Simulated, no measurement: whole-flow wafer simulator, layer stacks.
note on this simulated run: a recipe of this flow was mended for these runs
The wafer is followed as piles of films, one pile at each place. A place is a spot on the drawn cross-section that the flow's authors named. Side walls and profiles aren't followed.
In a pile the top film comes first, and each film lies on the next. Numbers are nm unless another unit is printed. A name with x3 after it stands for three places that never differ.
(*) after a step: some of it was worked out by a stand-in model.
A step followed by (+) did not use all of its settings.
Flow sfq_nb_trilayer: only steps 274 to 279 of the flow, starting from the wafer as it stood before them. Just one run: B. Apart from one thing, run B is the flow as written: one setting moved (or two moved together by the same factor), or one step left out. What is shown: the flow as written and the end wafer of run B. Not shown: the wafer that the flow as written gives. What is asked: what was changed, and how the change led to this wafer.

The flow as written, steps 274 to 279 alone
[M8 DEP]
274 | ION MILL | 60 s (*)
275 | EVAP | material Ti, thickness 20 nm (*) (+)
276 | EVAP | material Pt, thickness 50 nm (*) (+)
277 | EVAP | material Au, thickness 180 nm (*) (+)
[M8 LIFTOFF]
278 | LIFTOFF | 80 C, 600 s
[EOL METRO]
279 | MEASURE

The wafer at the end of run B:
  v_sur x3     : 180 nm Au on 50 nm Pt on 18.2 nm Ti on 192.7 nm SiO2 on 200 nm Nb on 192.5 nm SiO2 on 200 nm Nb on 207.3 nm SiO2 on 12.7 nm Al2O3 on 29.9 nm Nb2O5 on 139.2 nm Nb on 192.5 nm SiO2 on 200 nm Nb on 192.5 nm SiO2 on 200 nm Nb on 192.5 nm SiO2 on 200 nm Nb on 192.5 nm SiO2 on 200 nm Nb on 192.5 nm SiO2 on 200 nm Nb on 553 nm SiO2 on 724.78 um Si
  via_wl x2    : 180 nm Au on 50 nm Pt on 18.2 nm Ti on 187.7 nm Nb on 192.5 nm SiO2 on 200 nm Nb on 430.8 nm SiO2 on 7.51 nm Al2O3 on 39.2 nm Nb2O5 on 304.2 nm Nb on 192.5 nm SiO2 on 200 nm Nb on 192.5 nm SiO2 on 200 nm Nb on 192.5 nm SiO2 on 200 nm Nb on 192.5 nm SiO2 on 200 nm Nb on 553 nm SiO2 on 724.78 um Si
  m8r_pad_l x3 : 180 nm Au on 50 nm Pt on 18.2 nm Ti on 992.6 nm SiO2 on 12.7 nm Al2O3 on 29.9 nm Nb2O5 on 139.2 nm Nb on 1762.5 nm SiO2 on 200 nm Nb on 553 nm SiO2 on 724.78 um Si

The reason: step 275, EVAP: thickness 18.2 nm was run, whereas the flow has thickness 20 nm.
One can read it off the wafer: v_sur x3 has Ti 18.2, and step 275 as written asks for 20 nm.

How this came from the change, step by step:
  275 | EVAP | material Ti, thickness 20 nm (*) (+)
      field_l, v_sur x3, via_wl x2 and 100 more: +18.2 Ti (new film) (as written it would have been: +20 Ti (new film))
  278 | LIFTOFF | 80 C, 600 s
      p4_fl x5, p4_w1 x9, p3_s0 x11 and 49 more: -180 Au (all of it), -50 Pt (all of it), -18.2 Ti (all of it), -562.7 KrF-resist-other-grade (all of it), -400 lift-off-underlayer (all of it) (as written it would have been: -180 Au (all of it), -50 Pt (all of it), -20 Ti (all of it), -562.7 KrF-resist-other-grade (all of it), -400 lift-off-underlayer (all of it))
      r_sur, res, r_end: -180 Au (all of it), -50 Pt (all of it), -18.2 Ti (all of it), -559.9 KrF-resist-other-grade (all of it), -399.5 lift-off-underlayer (all of it) (as written it would have been: -180 Au (all of it), -50 Pt (all of it), -20 Ti (all of it), -559.9 KrF-resist-other-grade (all of it), -399.5 lift-off-underlayer (all of it))
      (as well as at 18 more places)
